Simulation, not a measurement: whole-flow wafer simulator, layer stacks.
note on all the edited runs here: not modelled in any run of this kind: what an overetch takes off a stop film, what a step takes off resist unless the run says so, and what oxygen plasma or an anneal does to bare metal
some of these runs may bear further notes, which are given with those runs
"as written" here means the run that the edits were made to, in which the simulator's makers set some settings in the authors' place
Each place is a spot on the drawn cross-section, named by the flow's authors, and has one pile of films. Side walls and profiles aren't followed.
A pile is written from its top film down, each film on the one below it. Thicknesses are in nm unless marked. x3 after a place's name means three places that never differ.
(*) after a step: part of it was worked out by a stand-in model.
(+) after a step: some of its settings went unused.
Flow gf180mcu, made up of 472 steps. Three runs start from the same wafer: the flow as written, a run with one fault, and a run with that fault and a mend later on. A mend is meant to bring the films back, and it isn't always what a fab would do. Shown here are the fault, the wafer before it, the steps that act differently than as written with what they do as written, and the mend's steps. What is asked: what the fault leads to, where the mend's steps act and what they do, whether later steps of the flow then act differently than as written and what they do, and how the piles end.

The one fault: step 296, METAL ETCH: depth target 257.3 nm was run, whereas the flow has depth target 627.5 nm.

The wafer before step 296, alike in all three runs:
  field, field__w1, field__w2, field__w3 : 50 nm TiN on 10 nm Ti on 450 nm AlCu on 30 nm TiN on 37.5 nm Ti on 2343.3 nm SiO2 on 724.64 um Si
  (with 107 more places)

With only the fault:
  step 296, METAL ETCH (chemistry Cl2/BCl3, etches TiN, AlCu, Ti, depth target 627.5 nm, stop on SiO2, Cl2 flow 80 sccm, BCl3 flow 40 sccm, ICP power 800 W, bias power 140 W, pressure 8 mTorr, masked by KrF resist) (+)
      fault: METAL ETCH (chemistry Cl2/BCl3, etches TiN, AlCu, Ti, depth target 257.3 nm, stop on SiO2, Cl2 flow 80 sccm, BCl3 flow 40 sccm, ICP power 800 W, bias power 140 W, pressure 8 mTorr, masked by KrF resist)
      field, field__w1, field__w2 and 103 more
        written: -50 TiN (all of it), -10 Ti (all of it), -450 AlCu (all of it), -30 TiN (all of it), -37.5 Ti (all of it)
        fault: -50 TiN (all of it), -10 Ti (all of it), -197.3 AlCu
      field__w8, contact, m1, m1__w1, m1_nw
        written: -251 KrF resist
        fault: -102.9 KrF resist
  Later steps of the flow acting differently than as written:
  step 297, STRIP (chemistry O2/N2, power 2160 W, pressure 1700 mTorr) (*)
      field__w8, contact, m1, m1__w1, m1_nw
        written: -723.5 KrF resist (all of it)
        fault: -871.6 KrF resist (all of it)
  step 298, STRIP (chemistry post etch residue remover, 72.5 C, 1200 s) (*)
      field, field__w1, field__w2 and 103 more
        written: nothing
        fault: -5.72 AlCu
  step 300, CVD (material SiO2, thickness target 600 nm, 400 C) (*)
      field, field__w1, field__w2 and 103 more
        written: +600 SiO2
        fault: +600 SiO2 (new film)
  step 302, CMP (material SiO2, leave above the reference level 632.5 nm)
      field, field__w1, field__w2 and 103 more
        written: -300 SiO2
        fault: -614.5 SiO2
  At field, field__w1, field__w2 and 104 more, the piles at the end differ from the flow's by more than 2% or 0.5 nm, whichever is larger.
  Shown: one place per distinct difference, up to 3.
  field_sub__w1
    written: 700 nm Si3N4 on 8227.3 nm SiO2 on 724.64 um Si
    fault: 700 nm Si3N4 on 5569.5 nm SiO2 on 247 nm AlCu on 30 nm TiN on 37.5 nm Ti on 2343.2 nm SiO2 on 724.64 um Si
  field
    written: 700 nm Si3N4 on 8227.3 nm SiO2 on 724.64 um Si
    fault: 700 nm Si3N4 on 5569.5 nm SiO2 on 247 nm AlCu on 30 nm TiN on 37.5 nm Ti on 2343.3 nm SiO2 on 724.64 um Si
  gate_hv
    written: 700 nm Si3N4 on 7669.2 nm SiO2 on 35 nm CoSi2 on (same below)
    fault: 700 nm Si3N4 on 5569.5 nm SiO2 on 247 nm AlCu on 30 nm TiN on 37.5 nm Ti on 1785.1 nm SiO2 on 35 nm CoSi2 on (same below)

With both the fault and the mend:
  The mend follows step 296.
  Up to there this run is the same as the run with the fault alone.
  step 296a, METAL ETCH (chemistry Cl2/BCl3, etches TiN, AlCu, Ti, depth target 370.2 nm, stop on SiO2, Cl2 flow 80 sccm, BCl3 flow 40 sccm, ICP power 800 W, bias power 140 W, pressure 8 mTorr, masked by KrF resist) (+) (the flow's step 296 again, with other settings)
      field, field__w1, field__w2 and 103 more
        -252.7 AlCu (all of it), -30 TiN (all of it), -37.5 Ti (all of it)
      field__w8, contact, m1, m1__w1, m1_nw
        -148.1 KrF resist
  Later steps of the flow that are run all act as written at every place that is followed.
  The piles end the same as the flow's at every place that both follow.
